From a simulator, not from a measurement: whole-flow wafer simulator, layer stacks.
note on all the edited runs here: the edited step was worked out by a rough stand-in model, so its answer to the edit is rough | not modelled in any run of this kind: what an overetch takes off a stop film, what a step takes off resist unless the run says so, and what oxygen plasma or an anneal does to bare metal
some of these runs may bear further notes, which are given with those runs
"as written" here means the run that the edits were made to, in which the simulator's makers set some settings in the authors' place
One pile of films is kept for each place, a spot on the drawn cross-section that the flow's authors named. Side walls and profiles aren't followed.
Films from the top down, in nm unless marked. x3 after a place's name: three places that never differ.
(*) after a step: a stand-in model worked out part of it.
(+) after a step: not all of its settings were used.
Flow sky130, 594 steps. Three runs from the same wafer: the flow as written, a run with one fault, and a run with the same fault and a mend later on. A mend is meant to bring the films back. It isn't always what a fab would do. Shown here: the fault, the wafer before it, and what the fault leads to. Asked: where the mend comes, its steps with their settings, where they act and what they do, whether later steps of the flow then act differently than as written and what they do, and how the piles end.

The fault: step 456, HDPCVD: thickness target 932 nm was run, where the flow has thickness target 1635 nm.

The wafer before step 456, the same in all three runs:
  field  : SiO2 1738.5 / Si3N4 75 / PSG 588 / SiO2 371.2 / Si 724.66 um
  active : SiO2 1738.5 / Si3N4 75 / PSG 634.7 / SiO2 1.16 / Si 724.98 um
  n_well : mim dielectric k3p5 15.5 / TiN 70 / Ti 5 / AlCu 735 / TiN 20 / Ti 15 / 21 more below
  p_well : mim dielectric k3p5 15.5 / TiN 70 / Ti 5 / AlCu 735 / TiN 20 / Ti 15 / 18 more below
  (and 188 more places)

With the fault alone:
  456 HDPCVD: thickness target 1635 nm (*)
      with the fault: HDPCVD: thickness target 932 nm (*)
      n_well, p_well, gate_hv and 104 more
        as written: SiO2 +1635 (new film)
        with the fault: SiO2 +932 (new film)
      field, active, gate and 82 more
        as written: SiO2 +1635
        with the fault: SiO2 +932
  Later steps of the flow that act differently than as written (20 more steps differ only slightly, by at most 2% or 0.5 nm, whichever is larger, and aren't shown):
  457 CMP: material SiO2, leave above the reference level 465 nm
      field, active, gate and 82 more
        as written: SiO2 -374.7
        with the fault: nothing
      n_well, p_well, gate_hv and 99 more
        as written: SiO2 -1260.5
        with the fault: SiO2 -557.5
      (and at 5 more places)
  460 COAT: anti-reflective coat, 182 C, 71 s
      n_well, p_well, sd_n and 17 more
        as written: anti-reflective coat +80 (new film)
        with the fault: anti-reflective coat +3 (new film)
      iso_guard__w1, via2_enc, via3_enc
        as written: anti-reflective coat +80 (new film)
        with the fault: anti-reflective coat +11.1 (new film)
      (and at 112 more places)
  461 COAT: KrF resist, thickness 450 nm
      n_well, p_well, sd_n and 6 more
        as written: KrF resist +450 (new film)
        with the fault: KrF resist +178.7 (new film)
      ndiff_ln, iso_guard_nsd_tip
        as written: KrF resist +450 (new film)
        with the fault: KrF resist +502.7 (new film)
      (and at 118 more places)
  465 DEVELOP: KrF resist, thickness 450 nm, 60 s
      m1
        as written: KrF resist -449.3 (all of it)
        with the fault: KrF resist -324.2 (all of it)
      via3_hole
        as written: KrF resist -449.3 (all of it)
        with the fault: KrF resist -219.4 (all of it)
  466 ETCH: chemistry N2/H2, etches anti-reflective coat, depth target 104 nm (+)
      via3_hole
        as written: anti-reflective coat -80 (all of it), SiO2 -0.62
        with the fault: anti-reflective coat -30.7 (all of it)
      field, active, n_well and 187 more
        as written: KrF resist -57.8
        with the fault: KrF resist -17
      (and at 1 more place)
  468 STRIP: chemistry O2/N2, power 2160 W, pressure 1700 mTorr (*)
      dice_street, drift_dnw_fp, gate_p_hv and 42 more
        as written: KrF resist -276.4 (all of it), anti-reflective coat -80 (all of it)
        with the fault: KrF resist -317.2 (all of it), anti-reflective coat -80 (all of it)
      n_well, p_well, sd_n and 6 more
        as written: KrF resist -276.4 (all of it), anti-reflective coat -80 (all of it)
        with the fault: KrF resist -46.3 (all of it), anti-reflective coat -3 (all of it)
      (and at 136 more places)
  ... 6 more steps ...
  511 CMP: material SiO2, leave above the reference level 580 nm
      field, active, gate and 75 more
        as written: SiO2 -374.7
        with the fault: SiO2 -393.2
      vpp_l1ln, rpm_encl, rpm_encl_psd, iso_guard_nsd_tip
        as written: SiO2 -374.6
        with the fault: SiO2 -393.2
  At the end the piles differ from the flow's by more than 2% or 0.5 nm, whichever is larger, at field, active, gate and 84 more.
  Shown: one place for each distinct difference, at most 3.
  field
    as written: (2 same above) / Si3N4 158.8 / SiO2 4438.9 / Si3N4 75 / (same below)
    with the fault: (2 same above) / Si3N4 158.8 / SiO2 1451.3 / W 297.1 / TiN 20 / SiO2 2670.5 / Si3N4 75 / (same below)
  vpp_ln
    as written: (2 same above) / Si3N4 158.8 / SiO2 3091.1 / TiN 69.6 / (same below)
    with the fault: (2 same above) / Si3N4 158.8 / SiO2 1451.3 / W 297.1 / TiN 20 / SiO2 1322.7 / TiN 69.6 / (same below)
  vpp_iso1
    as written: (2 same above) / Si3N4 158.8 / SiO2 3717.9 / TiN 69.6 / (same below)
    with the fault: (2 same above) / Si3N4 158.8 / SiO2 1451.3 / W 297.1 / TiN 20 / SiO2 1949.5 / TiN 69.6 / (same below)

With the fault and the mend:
  The mend comes after step 456.
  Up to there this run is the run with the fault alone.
  456a HDPCVD: thickness target 703 nm (*) (the flow's step 456 once more, with other settings)
      field, active, n_well and 189 more
        SiO2 +703
  No later step of the flow acts differently than as written at any place that is followed.
  At the end the piles are the same as the flow's at every place that both follow.
